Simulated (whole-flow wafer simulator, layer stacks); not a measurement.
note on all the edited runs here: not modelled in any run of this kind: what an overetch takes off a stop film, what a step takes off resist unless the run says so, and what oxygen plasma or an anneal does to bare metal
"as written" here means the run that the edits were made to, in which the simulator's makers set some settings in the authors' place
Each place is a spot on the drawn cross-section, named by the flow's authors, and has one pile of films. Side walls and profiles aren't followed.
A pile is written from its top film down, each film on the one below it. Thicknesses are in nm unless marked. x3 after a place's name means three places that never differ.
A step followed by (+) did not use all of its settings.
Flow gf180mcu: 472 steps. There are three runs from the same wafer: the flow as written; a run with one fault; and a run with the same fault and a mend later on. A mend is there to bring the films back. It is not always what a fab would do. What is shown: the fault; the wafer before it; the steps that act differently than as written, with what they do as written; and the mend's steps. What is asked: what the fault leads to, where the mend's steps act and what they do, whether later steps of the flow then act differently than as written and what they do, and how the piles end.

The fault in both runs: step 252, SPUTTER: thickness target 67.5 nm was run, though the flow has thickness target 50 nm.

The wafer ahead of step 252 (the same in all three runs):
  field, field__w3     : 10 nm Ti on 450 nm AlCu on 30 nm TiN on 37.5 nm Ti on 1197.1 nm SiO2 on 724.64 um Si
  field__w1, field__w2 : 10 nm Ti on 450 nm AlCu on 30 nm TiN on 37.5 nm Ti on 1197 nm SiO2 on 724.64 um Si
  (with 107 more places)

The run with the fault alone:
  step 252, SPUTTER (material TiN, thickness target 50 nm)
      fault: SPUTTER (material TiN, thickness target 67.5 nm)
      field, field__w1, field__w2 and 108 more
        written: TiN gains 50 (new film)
        fault: TiN gains 67.5 (new film)
  Steps later in the flow that act otherwise than as written (5 more steps, not shown, differ only slightly: by at most 2% or 0.5 nm, whichever is larger):
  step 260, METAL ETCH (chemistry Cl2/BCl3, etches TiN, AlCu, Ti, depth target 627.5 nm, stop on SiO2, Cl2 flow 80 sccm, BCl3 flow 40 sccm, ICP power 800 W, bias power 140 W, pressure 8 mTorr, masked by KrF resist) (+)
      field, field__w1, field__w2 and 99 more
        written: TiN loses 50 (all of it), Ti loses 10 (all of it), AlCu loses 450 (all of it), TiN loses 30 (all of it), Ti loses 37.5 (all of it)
        fault: TiN loses 67.5 (all of it), Ti loses 10 (all of it), AlCu loses 450 (all of it), TiN loses 30 (all of it), Ti loses 37.5 (all of it)
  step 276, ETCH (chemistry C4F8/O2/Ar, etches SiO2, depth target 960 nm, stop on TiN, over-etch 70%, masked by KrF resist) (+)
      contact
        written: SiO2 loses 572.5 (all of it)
        fault: SiO2 loses 555 (all of it)
  The piles end different from the flow's at field__w8, contact, m1 and 6 more by more than 2% or 0.5 nm, whichever is larger.
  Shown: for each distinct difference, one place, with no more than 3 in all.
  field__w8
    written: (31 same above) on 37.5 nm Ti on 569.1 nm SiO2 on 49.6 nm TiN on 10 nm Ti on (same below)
    fault: (31 same above) on 37.5 nm Ti on 551.6 nm SiO2 on 67.1 nm TiN on 10 nm Ti on (same below)
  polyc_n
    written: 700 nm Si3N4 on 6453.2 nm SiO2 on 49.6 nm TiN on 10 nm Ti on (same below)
    fault: 700 nm Si3N4 on 6435.7 nm SiO2 on 67.1 nm TiN on 10 nm Ti on (same below)
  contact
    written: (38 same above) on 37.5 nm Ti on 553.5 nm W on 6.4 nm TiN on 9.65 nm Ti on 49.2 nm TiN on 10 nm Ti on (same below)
    fault: (38 same above) on 37.5 nm Ti on 535.8 nm W on 6.47 nm TiN on 9.75 nm Ti on 66.7 nm TiN on 10 nm Ti on (same below)

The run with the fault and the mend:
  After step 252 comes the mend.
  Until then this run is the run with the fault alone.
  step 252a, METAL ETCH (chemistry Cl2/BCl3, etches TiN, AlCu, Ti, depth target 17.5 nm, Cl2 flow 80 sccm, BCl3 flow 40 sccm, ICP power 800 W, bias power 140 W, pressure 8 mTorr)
      field, field__w1, field__w2 and 108 more
        TiN loses 17.5
  Later steps of the flow that are run all act as written at every place that is followed.
  The piles end the same as the flow's at every place that both follow.
